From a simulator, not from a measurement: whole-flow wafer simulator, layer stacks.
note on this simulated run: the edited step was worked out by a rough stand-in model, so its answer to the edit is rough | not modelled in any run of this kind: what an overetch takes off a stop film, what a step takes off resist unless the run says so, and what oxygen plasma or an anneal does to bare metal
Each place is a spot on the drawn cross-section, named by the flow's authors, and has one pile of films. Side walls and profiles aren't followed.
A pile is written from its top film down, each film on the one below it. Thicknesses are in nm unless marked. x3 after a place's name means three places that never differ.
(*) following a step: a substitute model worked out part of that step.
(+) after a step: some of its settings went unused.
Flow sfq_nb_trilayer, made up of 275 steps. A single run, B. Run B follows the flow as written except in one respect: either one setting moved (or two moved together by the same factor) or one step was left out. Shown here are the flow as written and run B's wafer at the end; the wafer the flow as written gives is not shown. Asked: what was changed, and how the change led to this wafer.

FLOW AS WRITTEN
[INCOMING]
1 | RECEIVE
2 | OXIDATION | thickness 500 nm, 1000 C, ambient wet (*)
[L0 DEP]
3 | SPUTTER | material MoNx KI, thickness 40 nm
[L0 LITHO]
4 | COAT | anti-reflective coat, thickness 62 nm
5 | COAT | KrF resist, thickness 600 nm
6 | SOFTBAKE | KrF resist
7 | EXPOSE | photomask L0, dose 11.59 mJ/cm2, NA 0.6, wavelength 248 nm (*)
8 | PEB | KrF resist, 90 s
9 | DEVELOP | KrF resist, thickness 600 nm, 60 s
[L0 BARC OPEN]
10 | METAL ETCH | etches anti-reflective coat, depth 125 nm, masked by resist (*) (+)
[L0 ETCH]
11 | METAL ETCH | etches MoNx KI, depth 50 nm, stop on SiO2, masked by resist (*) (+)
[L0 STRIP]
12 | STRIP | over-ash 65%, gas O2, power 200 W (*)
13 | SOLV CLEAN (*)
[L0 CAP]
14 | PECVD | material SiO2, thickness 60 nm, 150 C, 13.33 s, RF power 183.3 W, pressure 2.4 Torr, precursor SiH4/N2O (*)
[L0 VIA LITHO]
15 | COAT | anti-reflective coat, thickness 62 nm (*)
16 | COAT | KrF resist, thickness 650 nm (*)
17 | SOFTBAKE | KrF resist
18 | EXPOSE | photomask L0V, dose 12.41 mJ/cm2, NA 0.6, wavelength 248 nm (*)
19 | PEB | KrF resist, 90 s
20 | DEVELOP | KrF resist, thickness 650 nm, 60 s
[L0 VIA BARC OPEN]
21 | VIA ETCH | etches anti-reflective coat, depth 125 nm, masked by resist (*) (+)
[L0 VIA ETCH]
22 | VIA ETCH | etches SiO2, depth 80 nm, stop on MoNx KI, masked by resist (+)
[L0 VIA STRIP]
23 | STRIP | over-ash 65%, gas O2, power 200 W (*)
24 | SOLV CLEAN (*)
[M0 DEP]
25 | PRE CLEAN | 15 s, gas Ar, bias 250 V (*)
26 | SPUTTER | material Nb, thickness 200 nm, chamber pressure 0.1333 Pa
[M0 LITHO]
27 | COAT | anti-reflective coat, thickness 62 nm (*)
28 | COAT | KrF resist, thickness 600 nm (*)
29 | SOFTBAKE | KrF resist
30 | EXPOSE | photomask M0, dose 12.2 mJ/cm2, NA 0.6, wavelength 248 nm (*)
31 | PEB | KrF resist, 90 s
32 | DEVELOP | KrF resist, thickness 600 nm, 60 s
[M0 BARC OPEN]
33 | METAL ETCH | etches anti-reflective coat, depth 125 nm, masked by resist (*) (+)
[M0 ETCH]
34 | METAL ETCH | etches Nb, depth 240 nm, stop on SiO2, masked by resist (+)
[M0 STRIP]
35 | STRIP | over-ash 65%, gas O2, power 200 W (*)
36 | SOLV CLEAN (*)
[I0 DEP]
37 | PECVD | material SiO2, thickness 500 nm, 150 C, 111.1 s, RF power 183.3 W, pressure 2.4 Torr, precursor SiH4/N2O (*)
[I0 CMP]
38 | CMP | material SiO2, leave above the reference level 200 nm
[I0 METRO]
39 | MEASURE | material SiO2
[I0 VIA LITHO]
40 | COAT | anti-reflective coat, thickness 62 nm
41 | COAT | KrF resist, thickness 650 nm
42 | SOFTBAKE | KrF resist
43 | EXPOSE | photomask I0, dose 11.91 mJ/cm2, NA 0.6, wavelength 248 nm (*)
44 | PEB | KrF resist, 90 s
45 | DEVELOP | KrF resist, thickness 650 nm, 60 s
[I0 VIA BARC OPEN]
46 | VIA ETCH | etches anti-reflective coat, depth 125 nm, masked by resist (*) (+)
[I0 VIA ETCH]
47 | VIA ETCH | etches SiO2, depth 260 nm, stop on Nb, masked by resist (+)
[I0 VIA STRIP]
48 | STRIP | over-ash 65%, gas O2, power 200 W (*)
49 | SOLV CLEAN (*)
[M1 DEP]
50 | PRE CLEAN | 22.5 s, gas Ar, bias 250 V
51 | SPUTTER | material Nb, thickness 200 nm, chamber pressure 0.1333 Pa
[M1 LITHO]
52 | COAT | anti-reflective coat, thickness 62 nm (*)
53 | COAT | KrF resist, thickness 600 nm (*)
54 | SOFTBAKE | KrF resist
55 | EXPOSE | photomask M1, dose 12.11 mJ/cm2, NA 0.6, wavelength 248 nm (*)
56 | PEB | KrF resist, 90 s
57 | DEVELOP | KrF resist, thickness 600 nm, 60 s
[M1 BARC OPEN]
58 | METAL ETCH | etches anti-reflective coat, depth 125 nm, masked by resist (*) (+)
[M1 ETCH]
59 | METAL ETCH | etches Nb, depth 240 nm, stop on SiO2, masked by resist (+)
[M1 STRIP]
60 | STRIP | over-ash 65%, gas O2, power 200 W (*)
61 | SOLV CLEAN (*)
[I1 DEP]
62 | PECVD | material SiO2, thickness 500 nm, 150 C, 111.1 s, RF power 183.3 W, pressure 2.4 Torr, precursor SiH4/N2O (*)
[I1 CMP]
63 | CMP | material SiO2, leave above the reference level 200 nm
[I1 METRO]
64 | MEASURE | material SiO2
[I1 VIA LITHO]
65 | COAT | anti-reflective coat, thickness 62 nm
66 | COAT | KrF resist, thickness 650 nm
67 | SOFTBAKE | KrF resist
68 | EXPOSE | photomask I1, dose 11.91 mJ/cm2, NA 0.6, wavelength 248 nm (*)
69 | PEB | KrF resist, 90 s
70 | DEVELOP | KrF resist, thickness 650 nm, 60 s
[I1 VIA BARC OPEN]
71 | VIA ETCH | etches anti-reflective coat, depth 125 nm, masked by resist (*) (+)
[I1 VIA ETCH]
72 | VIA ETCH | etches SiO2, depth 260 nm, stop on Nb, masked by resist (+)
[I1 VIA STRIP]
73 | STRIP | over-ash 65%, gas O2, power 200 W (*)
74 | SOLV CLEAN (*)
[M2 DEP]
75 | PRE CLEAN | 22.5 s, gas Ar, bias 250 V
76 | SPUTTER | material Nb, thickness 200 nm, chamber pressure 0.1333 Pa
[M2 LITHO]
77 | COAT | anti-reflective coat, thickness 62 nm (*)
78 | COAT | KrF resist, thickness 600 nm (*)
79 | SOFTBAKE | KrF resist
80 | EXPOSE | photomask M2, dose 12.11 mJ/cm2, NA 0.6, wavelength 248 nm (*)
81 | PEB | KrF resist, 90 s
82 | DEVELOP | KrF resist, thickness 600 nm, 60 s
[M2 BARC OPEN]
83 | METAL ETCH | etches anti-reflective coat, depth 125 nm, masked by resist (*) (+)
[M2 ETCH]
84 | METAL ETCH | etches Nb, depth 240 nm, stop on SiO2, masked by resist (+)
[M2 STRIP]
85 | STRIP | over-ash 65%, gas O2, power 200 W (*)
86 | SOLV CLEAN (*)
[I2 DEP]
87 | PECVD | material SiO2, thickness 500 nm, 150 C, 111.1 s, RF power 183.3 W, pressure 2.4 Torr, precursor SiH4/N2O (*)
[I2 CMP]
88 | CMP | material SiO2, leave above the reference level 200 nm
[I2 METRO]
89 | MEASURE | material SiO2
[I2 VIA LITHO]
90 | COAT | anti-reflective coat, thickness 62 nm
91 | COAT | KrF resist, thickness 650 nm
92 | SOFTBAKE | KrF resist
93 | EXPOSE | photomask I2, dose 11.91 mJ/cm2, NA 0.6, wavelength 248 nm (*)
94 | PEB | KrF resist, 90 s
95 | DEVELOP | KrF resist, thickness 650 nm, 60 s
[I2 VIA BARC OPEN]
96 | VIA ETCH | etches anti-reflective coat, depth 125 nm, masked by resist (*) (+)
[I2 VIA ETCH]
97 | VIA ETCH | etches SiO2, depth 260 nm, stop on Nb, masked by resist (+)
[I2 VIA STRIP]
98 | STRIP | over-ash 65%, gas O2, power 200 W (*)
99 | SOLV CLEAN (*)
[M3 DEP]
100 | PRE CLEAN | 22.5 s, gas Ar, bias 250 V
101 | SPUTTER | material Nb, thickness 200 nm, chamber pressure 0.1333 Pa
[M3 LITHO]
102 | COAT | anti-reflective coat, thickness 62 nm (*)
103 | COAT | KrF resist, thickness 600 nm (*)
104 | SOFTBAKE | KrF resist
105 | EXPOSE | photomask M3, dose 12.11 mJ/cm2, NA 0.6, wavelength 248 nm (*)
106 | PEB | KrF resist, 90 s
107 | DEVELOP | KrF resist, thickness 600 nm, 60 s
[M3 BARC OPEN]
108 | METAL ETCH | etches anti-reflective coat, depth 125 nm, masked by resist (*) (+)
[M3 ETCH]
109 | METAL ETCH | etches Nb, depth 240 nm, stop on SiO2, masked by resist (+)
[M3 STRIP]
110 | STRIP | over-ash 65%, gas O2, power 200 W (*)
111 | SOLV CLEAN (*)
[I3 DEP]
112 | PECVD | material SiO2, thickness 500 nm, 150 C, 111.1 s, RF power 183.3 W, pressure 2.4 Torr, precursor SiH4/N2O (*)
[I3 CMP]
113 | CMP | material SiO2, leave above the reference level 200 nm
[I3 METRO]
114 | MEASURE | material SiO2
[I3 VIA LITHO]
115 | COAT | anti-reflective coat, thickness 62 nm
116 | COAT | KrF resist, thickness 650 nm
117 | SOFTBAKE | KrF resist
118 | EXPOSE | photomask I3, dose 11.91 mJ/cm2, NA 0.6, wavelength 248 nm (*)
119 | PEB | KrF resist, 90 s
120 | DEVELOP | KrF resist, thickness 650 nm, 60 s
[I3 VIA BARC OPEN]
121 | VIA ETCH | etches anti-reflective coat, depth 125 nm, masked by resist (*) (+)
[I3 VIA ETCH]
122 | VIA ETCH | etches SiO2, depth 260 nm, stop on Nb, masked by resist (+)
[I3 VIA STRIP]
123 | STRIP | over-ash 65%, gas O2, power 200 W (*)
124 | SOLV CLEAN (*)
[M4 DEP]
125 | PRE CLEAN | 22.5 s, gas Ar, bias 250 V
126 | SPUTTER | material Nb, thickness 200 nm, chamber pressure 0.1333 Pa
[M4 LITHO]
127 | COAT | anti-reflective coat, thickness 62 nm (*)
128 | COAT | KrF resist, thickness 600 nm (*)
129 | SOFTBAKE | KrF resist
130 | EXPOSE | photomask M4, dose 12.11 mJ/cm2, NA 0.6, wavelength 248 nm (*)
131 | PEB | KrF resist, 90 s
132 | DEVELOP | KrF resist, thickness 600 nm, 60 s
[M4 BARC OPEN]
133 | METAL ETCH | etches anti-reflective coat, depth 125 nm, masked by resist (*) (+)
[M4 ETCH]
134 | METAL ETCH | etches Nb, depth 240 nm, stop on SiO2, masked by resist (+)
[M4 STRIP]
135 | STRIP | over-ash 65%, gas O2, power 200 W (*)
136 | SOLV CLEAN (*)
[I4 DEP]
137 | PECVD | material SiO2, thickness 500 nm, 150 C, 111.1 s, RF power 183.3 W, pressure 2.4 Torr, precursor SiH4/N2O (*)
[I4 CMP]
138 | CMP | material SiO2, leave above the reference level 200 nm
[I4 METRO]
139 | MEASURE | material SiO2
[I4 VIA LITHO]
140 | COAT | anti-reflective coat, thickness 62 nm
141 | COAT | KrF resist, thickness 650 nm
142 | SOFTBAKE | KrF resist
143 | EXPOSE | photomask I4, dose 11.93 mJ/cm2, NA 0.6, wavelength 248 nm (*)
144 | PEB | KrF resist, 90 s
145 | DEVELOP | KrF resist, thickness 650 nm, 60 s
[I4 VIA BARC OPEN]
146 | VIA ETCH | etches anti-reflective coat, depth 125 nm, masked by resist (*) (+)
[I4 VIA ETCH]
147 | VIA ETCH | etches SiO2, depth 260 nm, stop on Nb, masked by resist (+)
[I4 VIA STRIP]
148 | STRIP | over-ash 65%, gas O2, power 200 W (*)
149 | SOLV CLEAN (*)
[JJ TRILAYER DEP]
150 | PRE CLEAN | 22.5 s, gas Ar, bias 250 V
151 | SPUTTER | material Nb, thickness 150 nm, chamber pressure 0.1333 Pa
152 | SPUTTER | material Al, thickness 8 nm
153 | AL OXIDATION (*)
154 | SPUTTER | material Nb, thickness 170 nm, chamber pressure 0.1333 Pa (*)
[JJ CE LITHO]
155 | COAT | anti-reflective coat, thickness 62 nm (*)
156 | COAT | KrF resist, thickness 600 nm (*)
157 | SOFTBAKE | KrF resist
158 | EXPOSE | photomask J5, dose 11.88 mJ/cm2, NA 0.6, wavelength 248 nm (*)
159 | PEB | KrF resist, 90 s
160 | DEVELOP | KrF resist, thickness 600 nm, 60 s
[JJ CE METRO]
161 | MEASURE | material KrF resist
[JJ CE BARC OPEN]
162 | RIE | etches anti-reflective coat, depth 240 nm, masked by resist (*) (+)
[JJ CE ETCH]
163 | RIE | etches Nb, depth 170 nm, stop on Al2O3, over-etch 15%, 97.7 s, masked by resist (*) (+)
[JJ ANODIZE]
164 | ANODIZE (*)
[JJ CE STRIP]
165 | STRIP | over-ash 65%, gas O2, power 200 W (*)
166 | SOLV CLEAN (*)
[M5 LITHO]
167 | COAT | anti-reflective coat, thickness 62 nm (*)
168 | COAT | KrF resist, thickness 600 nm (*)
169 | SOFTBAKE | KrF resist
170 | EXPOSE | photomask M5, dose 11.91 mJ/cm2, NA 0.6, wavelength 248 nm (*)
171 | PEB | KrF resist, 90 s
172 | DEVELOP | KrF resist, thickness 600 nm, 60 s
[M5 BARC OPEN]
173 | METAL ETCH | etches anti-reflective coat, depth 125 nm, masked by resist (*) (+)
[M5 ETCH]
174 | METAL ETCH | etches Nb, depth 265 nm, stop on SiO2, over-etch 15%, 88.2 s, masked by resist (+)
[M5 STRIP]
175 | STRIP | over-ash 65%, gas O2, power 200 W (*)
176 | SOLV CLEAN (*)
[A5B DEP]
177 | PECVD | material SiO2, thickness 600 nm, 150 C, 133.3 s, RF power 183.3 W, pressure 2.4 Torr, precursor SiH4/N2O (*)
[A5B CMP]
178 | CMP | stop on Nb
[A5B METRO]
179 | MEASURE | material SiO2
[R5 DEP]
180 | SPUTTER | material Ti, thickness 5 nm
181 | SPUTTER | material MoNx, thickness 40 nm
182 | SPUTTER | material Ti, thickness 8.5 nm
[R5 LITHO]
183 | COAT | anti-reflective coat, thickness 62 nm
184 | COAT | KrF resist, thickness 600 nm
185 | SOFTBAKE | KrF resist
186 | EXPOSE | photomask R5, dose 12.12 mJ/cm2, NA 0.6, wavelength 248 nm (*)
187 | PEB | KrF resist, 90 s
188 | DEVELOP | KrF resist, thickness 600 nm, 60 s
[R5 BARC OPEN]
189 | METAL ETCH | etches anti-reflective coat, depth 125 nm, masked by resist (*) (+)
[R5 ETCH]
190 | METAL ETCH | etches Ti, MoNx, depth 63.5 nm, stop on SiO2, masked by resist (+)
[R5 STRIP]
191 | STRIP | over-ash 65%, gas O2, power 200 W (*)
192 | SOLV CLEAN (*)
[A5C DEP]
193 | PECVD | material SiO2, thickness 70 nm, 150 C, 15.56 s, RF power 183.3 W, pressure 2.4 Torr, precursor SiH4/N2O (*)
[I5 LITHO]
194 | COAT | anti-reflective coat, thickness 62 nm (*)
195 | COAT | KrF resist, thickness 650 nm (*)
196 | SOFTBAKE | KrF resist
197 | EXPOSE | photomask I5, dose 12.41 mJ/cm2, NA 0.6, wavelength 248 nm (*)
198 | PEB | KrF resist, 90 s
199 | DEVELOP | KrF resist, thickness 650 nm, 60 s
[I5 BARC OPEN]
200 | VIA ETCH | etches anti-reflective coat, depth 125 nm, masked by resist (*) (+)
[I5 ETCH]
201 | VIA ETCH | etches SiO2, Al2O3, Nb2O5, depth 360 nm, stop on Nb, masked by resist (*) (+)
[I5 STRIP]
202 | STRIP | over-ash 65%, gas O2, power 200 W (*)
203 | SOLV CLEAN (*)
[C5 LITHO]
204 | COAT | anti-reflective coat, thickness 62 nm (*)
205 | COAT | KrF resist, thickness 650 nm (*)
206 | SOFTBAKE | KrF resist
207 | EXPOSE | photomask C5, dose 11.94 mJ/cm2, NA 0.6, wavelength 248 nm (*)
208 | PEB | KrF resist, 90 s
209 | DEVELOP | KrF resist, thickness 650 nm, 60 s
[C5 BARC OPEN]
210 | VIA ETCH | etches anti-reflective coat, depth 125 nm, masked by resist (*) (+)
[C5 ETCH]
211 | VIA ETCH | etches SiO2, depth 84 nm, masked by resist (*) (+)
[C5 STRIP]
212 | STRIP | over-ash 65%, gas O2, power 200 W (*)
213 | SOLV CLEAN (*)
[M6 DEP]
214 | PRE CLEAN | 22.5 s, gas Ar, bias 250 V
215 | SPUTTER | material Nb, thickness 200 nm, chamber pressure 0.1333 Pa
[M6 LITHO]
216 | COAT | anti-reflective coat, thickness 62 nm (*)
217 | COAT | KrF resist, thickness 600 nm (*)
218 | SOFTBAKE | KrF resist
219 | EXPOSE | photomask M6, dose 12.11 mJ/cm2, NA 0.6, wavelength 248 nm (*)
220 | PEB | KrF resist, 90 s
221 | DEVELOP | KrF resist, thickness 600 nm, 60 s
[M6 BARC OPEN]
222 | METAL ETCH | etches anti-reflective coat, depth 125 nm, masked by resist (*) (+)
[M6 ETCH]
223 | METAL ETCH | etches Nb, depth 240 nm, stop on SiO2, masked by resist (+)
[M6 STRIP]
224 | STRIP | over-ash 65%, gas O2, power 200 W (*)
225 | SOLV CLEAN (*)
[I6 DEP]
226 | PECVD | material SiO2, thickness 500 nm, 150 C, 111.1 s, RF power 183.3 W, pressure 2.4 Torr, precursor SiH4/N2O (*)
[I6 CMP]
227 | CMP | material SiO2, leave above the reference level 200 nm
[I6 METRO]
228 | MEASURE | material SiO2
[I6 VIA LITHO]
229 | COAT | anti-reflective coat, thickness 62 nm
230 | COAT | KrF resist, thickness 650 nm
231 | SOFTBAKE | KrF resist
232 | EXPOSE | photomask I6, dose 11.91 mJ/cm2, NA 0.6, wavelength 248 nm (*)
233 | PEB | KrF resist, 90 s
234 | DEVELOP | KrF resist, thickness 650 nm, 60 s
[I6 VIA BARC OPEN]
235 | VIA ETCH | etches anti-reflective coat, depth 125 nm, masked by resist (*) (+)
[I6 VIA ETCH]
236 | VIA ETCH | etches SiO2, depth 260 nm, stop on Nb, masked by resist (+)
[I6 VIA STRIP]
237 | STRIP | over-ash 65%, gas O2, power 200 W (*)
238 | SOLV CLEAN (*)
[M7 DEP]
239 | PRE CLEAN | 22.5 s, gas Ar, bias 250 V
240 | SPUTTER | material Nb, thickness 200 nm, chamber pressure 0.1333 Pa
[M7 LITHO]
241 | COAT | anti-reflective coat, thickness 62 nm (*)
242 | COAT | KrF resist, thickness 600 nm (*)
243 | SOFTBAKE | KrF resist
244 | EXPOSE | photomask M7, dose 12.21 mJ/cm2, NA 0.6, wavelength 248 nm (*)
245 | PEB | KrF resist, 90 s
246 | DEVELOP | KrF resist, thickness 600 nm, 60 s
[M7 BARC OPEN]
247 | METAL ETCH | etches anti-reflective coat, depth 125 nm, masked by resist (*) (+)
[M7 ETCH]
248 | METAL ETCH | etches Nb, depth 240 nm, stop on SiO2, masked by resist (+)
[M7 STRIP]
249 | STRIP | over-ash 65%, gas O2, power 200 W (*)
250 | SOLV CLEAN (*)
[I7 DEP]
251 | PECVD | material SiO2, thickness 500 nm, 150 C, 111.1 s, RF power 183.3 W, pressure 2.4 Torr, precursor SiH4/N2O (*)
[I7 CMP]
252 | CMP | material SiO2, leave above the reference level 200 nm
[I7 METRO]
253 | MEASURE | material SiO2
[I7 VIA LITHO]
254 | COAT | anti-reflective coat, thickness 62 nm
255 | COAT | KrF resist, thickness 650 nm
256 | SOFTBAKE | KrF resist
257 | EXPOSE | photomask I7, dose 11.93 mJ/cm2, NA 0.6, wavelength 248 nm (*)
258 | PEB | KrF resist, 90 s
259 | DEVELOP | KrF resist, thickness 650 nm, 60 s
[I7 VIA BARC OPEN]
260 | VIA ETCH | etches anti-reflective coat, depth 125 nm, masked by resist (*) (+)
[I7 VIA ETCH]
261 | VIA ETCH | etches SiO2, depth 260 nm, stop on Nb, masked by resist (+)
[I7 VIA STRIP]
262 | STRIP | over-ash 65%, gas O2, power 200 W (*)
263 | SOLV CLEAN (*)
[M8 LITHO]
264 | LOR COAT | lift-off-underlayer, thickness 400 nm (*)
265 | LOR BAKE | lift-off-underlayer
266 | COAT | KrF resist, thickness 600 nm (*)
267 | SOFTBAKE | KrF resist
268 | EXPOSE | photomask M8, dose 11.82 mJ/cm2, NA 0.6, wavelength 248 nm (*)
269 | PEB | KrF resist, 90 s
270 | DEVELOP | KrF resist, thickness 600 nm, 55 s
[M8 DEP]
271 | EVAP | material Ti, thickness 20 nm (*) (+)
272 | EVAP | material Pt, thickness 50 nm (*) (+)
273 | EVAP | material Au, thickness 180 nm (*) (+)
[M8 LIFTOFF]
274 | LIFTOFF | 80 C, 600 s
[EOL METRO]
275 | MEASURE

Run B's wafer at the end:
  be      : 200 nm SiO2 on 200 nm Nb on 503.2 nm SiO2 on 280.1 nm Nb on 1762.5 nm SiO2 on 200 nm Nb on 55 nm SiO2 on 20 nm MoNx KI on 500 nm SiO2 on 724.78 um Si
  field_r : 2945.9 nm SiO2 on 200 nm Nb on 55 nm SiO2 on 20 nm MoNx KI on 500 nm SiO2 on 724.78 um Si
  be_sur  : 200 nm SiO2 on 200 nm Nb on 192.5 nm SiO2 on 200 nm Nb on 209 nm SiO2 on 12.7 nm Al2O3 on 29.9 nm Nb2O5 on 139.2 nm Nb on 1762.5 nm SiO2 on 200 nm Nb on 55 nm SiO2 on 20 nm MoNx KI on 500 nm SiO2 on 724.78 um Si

What caused this: step 11, METAL ETCH: depth 20 nm was run, though the flow has depth 50 nm.

How this came from the change, step by step:
  11 | METAL ETCH | etches MoNx KI, depth 50 nm, stop on SiO2, masked by resist (*) (+)
      v_sur, via_wl, via_w and 97 more: MoNx KI loses 20 (in the flow as written it would be: MoNx KI loses 40 (all of it))
      field_l, l0_sur, l0v, l0r_line_l, l0r_line_c, l0r_line_r: KrF resist loses 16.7 (in the flow as written it would be: KrF resist loses 41.7)
  12 | STRIP | over-ash 65%, gas O2, power 200 W (*)
      field_l, l0_sur, l0v, l0r_line_l, l0r_line_c, l0r_line_r: KrF resist loses 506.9 (all of it), anti-reflective coat loses 62 (all of it) (in the flow as written it would be: KrF resist loses 481.9 (all of it), anti-reflective coat loses 62 (all of it))
  14 | PECVD | material SiO2, thickness 60 nm, 150 C, 13.33 s, RF power 183.3 W, pressure 2.4 Torr, precursor SiH4/N2O (*)
      v_sur, via_wl, via_w and 97 more: SiO2 gains 60 (new film) (in the flow as written it would be: SiO2 gains 60)
  15 | COAT | anti-reflective coat, thickness 62 nm (*)
      l0r_line_l, l0r_line_c, l0r_line_r: anti-reflective coat gains 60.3 (new film) (in the flow as written it would be: anti-reflective coat gains 59 (new film))
      field_l: anti-reflective coat gains 59 (new film) (in the flow as written it would be: anti-reflective coat gains 56.7 (new film))
      (and at 4 other places as well)
  23 | STRIP | over-ash 65%, gas O2, power 200 W (*)
      l0r_line_l, l0r_line_c, l0r_line_r: KrF resist loses 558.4 (all of it), anti-reflective coat loses 60.3 (all of it) (in the flow as written it would be: KrF resist loses 557 (all of it), anti-reflective coat loses 59 (all of it))
      field_l: KrF resist loses 555.7 (all of it), anti-reflective coat loses 59 (all of it) (in the flow as written it would be: KrF resist loses 551.4 (all of it), anti-reflective coat loses 56.7 (all of it))
      (and at 4 other places as well)
  27 | COAT | anti-reflective coat, thickness 62 nm (*)
      l0r_line_l, l0r_line_c: anti-reflective coat gains 60.3 (new film) (in the flow as written it would be: anti-reflective coat gains 59 (new film))
      field_l: anti-reflective coat gains 59.3 (new film) (in the flow as written it would be: anti-reflective coat gains 56.9 (new film))
      (and at 6 other places as well)
  35 | STRIP | over-ash 65%, gas O2, power 200 W (*)
      l0r_line_l, l0r_line_c: KrF resist loses 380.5 (all of it), anti-reflective coat loses 60.3 (all of it) (in the flow as written it would be: KrF resist loses 378.6 (all of it), anti-reflective coat loses 59 (all of it))
      field_l: KrF resist loses 377.6 (all of it), anti-reflective coat loses 59.3 (all of it) (in the flow as written it would be: KrF resist loses 372.9 (all of it), anti-reflective coat loses 56.9 (all of it))
      (and at 6 other places as well)
  38 | CMP | material SiO2, leave above the reference level 200 nm
      field_l, l0_sur, l0r_line_l, l0r_line_c, l0r_line_r: SiO2 loses 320 (in the flow as written it would be: SiO2 loses 340)
      l0v: SiO2 loses 257.8 (in the flow as written it would be: SiO2 loses 277.8)
With metal films that touch counted as one body, be has 4 bodies (between them, from the top down: SiO2 503.2; SiO2 1762.5; SiO2 55); the flow as written gives 3 bodies (between them, from the top down: SiO2 503.2; SiO2 1762.5).
With metal films that touch counted as one body, field_r has 2 bodies (between them, from the top down: SiO2 55); the flow as written gives 1 body.
With metal films that touch counted as one body, be_sur has 5 bodies (between them, from the top down: SiO2 192.5; SiO2 209 / Al2O3 12.7 / Nb2O5 29.9; SiO2 1762.5; SiO2 55); the flow as written gives 4 bodies (between them, from the top down: SiO2 192.5; SiO2 209 / Al2O3 12.7 / Nb2O5 29.9; SiO2 1762.5).
